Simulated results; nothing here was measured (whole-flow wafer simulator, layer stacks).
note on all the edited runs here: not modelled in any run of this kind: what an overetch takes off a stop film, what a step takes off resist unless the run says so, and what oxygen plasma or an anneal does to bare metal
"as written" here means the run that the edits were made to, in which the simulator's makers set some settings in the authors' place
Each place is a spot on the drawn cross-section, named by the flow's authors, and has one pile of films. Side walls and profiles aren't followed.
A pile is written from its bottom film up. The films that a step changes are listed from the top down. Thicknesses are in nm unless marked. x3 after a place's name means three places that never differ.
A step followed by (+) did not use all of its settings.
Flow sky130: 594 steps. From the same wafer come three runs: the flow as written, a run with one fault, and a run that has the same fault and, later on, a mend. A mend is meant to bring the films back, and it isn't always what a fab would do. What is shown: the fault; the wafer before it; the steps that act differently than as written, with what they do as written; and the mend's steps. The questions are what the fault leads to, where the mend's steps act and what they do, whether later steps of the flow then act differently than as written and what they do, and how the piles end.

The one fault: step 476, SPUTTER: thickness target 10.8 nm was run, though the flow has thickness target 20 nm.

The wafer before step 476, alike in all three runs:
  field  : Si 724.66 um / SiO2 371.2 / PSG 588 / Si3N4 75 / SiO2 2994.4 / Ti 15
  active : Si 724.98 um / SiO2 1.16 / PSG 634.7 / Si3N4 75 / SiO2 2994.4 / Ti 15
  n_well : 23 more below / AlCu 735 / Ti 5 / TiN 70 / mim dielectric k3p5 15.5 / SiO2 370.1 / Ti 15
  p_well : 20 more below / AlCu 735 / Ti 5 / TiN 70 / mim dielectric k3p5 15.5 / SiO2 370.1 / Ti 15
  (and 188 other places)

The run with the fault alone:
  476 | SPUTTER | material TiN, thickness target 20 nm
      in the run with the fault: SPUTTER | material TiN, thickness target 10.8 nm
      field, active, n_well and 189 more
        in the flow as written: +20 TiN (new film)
        in the run with the fault: +10.8 TiN (new film)
  Steps further on in the flow that do not act as written (11 more steps, not shown, differ only slightly: by at most 2% or 0.5 nm, whichever is larger):
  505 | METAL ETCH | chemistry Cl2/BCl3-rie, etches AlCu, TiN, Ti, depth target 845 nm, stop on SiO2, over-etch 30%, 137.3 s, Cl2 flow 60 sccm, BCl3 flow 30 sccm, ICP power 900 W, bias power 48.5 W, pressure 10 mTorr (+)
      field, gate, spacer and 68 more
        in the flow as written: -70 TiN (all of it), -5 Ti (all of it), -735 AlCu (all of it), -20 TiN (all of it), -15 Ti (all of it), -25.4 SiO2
        in the run with the fault: -70 TiN (all of it), -5 Ti (all of it), -735 AlCu (all of it), -10.8 TiN (all of it), -15 Ti (all of it), -26.3 SiO2
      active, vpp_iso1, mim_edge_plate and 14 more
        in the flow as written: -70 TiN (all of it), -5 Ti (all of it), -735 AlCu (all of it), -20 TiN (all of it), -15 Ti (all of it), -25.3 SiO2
        in the run with the fault: -70 TiN (all of it), -5 Ti (all of it), -735 AlCu (all of it), -10.8 TiN (all of it), -15 Ti (all of it), -26.3 SiO2
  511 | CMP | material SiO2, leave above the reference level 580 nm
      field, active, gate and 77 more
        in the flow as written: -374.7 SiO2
        in the run with the fault: -382.9 SiO2
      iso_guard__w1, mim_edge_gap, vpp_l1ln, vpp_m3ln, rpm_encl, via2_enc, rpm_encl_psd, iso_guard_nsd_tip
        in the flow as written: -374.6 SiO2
        in the run with the fault: -382.9 SiO2
  At n_well, p_well, gate_hv and 102 more, the piles at the end differ from the flow's by more than 2% or 0.5 nm, whichever is larger.
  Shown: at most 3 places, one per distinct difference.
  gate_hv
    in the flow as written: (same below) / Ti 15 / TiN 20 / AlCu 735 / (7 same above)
    in the run with the fault: (same below) / Ti 15 / TiN 10.8 / AlCu 735 / (7 same above)
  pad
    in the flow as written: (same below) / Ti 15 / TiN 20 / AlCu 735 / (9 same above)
    in the run with the fault: (same below) / Ti 15 / TiN 10.8 / AlCu 735 / (9 same above)
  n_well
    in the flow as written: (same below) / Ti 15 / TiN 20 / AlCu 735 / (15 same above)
    in the run with the fault: (same below) / Ti 15 / TiN 10.8 / AlCu 735 / (15 same above)

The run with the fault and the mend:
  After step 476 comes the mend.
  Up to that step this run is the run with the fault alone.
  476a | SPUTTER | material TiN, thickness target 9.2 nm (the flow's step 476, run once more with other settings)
      field, active, n_well and 189 more
        +9.2 TiN
  Every later step of the flow that is run acts as written at every place that is followed.
  The piles end the same as the flow's at every place that both follow.
